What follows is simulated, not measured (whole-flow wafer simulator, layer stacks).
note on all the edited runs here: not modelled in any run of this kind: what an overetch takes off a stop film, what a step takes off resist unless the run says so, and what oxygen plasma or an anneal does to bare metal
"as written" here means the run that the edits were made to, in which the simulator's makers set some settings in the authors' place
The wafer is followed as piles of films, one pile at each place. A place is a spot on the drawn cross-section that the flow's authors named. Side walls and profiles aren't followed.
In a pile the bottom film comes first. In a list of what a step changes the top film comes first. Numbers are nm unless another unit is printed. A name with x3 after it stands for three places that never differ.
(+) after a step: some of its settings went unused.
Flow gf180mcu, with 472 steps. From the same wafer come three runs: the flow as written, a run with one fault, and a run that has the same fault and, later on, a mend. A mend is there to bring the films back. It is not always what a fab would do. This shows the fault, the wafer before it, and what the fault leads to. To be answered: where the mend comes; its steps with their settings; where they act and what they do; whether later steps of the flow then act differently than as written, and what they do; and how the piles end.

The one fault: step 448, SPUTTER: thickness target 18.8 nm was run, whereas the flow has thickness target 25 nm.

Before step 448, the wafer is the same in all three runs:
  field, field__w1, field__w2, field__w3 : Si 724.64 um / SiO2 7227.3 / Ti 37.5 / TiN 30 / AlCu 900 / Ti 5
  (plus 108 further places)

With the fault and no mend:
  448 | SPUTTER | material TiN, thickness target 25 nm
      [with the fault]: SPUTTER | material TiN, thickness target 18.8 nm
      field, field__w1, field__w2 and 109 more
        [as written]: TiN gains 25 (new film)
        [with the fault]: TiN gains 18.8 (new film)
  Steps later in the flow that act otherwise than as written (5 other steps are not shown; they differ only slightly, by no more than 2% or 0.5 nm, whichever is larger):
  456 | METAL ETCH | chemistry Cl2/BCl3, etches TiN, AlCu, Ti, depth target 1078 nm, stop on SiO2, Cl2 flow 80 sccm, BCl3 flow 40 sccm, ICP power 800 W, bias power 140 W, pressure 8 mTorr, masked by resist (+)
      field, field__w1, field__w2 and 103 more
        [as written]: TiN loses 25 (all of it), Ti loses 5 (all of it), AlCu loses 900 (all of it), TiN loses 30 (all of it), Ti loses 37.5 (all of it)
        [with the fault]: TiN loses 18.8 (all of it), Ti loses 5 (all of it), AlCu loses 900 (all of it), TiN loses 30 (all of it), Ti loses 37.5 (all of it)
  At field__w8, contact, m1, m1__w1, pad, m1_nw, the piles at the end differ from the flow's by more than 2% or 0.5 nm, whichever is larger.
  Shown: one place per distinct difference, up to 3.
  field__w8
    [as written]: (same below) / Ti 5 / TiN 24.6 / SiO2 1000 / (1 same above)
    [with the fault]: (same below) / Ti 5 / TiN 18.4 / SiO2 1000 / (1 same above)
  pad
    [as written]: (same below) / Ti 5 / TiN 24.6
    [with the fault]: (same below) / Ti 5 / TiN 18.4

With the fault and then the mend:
  After step 448 comes the mend.
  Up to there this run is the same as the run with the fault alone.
  448a | SPUTTER | material TiN, thickness target 6.2 nm (the flow's step 448 again, with other settings)
      field, field__w1, field__w2 and 109 more
        TiN gains 6.2
  Later steps of the flow that are run all act as written at every place that is followed.
  By the end, the piles equal the flow's at every place that both follow.
